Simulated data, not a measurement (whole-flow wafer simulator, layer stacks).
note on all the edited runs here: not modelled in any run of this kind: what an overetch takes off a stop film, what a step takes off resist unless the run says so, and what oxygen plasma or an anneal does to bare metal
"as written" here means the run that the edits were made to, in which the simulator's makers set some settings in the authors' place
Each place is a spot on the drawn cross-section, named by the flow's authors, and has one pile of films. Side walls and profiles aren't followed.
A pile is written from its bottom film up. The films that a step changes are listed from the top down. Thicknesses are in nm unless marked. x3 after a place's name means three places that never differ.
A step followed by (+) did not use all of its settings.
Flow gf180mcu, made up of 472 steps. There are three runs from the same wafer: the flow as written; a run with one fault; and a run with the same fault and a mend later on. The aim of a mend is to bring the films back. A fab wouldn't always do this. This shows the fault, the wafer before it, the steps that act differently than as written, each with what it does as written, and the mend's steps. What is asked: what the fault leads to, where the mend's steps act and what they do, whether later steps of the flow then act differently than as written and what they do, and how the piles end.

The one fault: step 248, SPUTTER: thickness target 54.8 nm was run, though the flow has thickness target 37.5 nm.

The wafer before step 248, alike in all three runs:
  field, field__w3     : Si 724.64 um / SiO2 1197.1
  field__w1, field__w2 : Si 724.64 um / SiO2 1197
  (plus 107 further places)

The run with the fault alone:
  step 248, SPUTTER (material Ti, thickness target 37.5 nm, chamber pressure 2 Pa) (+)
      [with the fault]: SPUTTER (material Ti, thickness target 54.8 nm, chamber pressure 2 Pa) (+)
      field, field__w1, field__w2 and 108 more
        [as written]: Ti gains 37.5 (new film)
        [with the fault]: Ti gains 54.8 (new film)
  Steps later in the flow that act otherwise than as written:
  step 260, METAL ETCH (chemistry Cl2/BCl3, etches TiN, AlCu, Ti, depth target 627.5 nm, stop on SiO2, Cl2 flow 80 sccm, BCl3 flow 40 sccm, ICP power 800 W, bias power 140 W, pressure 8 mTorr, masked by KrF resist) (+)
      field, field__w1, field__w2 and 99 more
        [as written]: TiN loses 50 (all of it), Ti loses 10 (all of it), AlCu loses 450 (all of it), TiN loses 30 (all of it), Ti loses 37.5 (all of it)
        [with the fault]: TiN loses 50 (all of it), Ti loses 10 (all of it), AlCu loses 450 (all of it), TiN loses 30 (all of it), Ti loses 54.8 (all of it)
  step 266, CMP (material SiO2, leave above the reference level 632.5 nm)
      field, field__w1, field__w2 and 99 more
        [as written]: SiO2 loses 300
        [with the fault]: SiO2 loses 282.7
  The piles end different from the flow's at field__w8, contact, m1 and 6 more by more than 2% or 0.5 nm, whichever is larger.
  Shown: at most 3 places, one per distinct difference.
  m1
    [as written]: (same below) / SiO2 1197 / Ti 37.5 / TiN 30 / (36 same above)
    [with the fault]: (same below) / SiO2 1197 / Ti 54.8 / TiN 30 / (36 same above)
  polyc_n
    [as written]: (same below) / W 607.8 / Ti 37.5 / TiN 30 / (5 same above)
    [with the fault]: (same below) / W 607.8 / Ti 54.8 / TiN 30 / (5 same above)
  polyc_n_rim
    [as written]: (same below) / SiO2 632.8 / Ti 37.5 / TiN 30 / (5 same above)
    [with the fault]: (same below) / SiO2 632.8 / Ti 54.8 / TiN 30 / (5 same above)

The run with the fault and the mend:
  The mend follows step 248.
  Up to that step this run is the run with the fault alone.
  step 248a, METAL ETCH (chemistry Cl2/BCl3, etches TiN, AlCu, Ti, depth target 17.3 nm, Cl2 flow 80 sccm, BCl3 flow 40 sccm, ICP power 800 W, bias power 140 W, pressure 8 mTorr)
      field, field__w1, field__w2 and 108 more
        Ti loses 17.3
  Every later step of the flow that is run acts as written at every place that is followed.
  At every place that both follow, the piles at the end match the flow's.
